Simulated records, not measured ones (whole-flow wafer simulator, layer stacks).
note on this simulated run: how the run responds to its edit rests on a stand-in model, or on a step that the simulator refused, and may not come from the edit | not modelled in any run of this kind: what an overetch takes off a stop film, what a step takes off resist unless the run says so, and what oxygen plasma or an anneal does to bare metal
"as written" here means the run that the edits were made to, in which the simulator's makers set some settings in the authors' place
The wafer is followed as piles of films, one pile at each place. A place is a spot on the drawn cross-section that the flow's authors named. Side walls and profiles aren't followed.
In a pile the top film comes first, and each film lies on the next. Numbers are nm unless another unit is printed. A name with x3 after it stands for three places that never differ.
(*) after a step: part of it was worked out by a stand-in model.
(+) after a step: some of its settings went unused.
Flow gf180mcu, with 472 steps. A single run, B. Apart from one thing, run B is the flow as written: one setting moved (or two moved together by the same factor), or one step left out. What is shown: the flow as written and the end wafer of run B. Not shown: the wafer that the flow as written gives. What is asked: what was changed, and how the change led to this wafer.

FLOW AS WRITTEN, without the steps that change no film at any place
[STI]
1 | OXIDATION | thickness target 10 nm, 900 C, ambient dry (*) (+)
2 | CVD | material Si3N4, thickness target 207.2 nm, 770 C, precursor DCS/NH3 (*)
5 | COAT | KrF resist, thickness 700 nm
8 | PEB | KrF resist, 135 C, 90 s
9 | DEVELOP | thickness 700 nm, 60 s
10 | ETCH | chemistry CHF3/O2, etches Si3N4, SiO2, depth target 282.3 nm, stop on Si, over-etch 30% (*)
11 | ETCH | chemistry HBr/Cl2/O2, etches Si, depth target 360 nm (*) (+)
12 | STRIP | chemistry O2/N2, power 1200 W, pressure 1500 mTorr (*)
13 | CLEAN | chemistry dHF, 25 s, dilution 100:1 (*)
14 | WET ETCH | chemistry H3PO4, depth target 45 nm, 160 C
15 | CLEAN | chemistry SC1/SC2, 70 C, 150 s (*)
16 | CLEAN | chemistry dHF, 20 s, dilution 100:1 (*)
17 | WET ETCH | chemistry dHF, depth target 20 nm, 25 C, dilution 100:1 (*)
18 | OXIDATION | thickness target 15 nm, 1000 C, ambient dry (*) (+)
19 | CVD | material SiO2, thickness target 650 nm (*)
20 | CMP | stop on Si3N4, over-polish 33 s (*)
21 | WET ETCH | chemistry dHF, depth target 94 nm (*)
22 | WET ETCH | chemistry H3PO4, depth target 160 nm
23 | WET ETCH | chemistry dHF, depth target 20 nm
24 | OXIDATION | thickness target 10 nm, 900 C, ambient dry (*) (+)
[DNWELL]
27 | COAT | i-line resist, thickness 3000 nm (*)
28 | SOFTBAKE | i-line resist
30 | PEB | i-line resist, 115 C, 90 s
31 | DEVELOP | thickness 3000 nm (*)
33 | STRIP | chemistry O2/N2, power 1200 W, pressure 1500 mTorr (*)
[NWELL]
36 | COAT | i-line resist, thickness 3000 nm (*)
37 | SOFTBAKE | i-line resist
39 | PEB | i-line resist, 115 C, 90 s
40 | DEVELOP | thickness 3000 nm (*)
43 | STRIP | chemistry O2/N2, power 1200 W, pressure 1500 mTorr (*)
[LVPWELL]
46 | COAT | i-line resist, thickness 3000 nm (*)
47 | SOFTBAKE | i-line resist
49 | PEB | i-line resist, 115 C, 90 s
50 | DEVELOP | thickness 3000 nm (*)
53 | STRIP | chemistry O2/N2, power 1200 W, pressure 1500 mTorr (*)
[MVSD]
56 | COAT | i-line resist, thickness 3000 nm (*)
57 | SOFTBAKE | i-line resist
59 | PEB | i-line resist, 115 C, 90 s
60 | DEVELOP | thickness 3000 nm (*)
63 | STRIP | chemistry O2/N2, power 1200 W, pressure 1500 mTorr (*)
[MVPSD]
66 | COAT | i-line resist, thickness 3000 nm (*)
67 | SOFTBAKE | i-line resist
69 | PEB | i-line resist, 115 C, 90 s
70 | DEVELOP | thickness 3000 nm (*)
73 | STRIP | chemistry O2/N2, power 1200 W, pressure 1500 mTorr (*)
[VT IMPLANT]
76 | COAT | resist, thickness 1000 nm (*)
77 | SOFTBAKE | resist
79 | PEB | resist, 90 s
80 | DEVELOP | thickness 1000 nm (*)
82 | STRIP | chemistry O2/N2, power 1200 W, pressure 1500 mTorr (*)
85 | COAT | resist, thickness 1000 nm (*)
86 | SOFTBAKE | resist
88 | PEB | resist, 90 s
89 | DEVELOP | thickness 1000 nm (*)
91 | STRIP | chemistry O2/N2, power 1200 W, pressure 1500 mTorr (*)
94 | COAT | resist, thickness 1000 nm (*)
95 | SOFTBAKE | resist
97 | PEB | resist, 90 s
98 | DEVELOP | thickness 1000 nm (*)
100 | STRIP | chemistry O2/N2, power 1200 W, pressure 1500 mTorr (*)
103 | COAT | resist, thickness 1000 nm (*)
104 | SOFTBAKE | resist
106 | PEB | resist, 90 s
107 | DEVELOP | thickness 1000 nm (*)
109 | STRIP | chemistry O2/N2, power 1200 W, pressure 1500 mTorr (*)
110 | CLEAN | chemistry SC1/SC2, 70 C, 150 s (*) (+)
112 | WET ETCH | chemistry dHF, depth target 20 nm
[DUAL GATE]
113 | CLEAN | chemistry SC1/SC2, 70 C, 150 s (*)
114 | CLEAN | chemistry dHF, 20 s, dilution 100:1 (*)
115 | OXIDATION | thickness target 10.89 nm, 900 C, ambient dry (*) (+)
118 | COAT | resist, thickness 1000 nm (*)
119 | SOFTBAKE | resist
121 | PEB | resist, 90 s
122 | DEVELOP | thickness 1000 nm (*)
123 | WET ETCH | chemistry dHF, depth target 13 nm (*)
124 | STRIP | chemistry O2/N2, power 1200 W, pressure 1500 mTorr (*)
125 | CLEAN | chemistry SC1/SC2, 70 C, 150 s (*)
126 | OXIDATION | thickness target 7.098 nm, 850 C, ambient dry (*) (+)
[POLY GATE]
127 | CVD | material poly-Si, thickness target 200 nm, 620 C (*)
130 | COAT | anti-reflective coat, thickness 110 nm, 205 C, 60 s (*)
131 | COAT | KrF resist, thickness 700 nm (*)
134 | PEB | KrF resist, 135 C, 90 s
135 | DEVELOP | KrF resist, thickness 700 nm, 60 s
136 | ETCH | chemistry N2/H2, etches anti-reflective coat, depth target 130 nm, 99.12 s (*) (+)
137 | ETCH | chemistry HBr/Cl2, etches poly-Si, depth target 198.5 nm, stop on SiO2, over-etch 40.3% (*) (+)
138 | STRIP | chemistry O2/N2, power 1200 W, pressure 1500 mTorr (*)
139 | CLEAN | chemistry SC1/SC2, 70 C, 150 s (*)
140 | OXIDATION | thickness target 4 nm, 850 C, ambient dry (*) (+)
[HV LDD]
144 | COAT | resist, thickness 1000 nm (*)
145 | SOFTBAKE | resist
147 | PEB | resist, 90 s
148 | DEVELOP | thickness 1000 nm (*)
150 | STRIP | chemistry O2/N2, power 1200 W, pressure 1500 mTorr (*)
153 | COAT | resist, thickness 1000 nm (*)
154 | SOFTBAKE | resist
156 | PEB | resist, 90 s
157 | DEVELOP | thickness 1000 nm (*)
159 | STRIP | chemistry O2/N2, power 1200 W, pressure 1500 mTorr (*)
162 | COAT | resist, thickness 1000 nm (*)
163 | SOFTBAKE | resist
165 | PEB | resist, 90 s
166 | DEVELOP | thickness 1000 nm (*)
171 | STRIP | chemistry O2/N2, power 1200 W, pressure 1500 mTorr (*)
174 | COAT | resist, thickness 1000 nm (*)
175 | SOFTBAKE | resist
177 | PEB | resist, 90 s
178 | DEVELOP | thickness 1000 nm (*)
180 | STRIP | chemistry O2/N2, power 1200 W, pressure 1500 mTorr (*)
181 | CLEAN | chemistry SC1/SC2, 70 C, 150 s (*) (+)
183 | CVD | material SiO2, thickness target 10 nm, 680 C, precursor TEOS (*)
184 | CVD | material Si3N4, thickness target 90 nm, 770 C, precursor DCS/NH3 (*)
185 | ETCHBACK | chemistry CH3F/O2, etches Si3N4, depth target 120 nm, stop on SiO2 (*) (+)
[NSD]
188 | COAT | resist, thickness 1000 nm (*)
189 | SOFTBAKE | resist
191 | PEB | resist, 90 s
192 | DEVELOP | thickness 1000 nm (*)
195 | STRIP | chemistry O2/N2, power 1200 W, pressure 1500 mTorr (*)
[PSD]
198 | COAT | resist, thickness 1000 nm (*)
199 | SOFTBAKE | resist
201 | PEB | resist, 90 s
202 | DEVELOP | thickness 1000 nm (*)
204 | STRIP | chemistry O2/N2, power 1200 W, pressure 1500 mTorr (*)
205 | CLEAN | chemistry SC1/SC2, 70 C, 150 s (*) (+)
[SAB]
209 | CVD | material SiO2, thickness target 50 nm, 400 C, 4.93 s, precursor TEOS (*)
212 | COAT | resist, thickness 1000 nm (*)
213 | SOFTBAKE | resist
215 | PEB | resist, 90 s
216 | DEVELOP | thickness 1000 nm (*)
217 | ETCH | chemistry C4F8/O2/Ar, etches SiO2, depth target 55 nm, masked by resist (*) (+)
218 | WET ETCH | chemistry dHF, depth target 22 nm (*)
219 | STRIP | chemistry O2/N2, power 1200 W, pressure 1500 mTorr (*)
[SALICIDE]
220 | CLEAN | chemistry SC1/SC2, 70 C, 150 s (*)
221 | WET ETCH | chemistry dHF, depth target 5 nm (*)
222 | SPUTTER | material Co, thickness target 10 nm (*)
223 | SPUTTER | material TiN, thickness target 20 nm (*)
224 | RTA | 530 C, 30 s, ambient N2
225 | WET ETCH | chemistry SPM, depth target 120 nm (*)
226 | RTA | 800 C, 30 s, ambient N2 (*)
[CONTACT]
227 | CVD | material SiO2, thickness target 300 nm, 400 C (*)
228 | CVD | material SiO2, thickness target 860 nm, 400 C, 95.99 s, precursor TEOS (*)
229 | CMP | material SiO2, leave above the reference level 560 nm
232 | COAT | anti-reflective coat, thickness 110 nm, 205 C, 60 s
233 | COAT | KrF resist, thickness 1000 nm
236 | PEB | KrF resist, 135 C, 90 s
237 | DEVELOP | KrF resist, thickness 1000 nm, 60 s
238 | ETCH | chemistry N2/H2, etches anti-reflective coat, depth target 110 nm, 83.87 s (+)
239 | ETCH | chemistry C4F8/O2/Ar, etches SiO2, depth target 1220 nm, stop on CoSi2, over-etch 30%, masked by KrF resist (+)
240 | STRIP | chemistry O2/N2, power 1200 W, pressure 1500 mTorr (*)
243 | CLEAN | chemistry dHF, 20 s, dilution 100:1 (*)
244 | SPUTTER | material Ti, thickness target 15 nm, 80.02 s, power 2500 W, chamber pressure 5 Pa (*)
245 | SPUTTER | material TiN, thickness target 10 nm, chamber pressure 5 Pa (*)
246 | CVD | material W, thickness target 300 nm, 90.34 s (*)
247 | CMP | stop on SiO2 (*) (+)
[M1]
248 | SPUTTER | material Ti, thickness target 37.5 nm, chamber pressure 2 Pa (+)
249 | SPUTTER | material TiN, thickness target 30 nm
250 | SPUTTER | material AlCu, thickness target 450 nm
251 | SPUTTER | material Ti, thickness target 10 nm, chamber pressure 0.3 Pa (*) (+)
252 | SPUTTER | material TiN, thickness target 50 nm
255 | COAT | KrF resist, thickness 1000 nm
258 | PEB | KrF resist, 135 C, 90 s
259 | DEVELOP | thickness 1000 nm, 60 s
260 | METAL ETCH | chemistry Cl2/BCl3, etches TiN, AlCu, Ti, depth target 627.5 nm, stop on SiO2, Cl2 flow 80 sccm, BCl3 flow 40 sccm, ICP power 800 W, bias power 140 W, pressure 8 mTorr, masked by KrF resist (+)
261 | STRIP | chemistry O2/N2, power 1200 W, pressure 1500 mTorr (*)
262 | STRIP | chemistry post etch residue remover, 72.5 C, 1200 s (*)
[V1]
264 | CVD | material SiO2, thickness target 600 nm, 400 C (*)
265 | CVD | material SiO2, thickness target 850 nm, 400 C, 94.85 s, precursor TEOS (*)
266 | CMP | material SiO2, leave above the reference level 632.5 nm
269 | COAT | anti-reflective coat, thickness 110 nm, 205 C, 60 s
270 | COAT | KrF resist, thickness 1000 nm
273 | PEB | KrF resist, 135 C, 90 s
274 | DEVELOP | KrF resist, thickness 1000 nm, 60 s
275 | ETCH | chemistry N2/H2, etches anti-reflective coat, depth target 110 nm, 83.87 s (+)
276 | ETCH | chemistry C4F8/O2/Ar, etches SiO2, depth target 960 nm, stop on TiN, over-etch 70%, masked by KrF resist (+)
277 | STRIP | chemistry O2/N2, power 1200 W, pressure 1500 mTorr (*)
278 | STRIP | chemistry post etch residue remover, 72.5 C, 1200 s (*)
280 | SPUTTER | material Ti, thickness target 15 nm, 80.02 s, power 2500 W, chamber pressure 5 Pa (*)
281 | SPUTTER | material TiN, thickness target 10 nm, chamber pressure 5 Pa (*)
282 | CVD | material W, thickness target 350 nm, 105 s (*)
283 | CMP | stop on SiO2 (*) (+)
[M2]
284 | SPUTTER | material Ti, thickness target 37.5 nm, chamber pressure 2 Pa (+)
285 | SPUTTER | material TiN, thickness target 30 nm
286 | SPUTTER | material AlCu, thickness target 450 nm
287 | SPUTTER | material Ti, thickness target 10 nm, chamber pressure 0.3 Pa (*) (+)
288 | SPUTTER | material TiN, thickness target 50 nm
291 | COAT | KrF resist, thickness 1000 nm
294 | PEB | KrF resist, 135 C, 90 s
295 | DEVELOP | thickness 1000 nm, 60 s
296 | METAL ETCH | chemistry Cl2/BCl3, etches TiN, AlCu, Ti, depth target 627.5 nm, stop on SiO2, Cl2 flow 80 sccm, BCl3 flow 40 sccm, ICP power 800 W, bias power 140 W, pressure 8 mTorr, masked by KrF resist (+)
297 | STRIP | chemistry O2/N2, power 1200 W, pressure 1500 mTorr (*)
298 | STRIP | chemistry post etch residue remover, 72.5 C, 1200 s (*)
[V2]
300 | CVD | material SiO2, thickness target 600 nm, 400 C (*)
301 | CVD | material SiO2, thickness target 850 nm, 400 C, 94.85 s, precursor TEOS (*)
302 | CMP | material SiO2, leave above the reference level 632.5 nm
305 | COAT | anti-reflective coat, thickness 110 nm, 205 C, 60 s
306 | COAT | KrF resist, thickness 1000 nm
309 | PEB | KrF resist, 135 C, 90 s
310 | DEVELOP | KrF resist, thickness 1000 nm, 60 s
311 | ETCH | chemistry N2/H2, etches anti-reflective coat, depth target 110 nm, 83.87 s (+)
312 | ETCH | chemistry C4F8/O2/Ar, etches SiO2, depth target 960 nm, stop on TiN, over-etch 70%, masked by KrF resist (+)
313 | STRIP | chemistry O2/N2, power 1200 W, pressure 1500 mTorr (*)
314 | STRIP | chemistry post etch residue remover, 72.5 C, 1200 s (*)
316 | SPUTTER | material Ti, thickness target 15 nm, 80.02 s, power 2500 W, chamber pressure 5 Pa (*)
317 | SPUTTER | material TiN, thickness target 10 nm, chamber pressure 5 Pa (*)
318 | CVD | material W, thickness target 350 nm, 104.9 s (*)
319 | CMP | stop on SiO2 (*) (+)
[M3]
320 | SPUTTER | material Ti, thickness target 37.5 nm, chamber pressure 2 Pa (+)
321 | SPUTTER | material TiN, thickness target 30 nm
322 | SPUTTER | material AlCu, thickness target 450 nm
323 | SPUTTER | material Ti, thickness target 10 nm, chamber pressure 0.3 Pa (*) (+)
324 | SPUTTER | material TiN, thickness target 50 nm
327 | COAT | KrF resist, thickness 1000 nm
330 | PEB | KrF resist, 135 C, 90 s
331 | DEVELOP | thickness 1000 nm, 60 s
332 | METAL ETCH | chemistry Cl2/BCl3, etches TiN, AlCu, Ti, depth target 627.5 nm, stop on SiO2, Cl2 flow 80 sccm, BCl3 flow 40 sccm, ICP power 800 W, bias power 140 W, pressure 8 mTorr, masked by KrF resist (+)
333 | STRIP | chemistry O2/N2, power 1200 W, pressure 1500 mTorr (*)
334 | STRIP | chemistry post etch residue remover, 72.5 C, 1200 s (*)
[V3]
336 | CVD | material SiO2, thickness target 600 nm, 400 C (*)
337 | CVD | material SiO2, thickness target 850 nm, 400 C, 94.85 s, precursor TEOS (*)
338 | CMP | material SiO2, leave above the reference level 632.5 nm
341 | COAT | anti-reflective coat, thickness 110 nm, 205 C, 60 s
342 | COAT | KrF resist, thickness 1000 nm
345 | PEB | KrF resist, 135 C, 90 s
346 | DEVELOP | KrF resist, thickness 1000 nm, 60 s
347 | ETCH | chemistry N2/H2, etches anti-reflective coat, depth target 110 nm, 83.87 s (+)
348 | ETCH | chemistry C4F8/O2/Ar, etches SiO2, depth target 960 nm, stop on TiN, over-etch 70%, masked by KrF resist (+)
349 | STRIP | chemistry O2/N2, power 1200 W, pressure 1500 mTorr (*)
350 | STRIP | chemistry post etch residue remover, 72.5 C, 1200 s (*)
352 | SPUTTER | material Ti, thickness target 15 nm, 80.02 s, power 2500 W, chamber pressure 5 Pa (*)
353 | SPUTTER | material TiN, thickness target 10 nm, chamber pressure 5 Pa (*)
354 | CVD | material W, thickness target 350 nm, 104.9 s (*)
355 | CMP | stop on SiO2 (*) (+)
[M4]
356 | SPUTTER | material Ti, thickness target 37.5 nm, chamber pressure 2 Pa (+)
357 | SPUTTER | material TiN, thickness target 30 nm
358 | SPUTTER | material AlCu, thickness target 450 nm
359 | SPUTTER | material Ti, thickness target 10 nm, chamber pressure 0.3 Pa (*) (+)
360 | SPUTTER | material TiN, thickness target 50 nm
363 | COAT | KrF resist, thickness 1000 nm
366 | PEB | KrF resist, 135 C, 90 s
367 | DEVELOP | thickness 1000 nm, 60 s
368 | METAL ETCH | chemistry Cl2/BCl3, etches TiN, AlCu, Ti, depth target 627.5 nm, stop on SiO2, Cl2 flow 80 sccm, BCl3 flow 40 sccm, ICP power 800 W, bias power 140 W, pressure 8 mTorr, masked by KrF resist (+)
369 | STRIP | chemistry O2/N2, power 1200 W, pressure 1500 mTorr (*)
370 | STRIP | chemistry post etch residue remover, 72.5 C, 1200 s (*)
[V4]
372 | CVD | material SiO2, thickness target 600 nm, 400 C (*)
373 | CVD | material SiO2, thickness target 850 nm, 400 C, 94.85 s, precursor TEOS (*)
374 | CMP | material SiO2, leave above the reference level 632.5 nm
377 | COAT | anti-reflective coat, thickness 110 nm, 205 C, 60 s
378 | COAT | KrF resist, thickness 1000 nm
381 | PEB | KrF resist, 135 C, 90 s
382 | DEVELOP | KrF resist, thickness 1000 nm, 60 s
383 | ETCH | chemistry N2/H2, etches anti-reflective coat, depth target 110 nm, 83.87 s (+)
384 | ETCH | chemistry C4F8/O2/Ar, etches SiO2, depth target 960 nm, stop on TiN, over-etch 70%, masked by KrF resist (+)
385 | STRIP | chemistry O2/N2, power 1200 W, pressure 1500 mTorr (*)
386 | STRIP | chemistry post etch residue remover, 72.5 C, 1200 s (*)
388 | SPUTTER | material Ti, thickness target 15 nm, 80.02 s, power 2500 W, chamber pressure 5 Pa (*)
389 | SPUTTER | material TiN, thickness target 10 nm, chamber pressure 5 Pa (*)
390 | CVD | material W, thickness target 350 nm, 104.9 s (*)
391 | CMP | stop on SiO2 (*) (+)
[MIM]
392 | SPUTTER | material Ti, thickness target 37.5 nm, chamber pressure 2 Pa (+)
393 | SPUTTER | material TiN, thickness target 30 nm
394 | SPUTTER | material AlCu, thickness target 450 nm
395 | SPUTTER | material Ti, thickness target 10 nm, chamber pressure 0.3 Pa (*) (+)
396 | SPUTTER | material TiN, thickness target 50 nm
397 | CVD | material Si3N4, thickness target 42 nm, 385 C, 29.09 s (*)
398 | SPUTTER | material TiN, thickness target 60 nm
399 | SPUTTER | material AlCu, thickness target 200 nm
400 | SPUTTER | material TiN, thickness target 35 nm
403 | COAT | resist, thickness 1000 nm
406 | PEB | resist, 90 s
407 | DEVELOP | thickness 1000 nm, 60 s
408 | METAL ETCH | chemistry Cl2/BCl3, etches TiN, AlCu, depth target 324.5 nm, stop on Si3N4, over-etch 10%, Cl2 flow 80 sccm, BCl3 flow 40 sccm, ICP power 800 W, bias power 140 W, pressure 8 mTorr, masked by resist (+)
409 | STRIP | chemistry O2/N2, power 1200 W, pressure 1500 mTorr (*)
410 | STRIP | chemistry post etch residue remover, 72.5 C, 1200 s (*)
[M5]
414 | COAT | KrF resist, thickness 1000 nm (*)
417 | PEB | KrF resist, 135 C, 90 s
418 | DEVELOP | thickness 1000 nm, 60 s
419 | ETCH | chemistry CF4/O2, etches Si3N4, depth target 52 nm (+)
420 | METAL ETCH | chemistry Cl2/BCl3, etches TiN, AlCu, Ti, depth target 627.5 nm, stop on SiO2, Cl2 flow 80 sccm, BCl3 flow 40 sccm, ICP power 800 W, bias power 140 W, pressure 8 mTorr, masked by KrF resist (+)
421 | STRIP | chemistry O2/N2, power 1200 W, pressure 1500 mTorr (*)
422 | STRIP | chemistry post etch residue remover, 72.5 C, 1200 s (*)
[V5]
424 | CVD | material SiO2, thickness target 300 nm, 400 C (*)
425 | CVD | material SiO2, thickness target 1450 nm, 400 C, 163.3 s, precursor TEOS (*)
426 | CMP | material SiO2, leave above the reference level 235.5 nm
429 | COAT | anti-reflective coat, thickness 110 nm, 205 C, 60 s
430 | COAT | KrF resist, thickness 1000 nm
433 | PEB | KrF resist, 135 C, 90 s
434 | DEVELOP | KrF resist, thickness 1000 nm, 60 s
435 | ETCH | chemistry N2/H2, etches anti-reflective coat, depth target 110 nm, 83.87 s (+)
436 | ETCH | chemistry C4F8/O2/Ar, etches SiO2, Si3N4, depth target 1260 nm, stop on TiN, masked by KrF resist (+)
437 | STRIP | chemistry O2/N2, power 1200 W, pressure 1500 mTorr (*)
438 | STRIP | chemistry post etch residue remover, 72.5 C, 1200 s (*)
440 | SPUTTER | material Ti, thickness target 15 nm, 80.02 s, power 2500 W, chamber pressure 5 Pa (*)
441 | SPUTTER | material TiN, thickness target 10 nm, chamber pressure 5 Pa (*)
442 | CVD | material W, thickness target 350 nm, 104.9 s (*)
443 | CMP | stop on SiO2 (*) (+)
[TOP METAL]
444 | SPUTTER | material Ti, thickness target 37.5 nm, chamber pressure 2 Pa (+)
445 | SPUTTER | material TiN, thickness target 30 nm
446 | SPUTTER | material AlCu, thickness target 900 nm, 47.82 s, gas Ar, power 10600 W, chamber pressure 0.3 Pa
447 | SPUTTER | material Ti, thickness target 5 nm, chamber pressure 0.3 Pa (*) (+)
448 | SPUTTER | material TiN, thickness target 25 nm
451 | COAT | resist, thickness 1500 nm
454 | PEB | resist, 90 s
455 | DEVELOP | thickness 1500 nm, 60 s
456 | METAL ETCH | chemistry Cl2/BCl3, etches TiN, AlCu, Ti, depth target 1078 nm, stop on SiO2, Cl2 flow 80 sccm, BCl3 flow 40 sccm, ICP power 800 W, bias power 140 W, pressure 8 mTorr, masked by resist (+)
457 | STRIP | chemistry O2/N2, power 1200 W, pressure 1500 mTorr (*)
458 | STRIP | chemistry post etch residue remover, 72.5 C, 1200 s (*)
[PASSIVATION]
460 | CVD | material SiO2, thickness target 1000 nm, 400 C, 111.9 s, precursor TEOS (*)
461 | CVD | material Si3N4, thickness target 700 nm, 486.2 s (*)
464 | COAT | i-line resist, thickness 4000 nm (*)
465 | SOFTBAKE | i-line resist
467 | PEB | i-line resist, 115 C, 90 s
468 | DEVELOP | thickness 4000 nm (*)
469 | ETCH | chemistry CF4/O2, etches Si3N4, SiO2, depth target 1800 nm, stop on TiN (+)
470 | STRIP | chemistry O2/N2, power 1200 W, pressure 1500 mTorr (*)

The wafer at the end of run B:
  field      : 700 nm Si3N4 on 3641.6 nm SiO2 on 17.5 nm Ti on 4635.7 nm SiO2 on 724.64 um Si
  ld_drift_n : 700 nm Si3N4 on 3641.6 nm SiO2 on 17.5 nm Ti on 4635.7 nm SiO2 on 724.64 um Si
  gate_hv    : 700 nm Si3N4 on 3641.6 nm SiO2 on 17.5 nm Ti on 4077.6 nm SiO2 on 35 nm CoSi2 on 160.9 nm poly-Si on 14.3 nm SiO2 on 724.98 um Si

What caused this: step 358, SPUTTER: thickness target 517.5 nm was run, while the flow as written has thickness target 450 nm.

Step by step, how the change led to this:
  358 | SPUTTER | material AlCu, thickness target 450 nm
      field, field__w1, field__w2 and 108 more: AlCu gains 517.5 (new film) (it would be, as written: AlCu gains 450 (new film))
  368 | METAL ETCH | chemistry Cl2/BCl3, etches TiN, AlCu, Ti, depth target 627.5 nm, stop on SiO2, Cl2 flow 80 sccm, BCl3 flow 40 sccm, ICP power 800 W, bias power 140 W, pressure 8 mTorr, masked by KrF resist (+)
      field, field__w1, field__w2 and 103 more: TiN loses 50 (all of it), Ti loses 10 (all of it), AlCu loses 517.5 (all of it), TiN loses 30 (all of it), Ti loses 20 (it would be, as written: TiN loses 50 (all of it), Ti loses 10 (all of it), AlCu loses 450 (all of it), TiN loses 30 (all of it), Ti loses 37.5 (all of it))
  372 | CVD | material SiO2, thickness target 600 nm, 400 C (*)
      field, field__w1, field__w2 and 103 more: SiO2 gains 600 (new film) (it would be, as written: SiO2 gains 600)
  374 | CMP | material SiO2, leave above the reference level 632.5 nm
      field, field__w1, field__w2 and 103 more: SiO2 loses 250 (it would be, as written: SiO2 loses 300)
With metal films that touch counted as one body, field has 1 body; the flow as written gives 0 bodies.
With metal films that touch counted as one body, ld_drift_n has 1 body; the flow as written gives 0 bodies.
With metal films that touch counted as one body, gate_hv has 2 bodies (between them, from the top down: SiO2 4077.6); the flow as written gives 1 body.
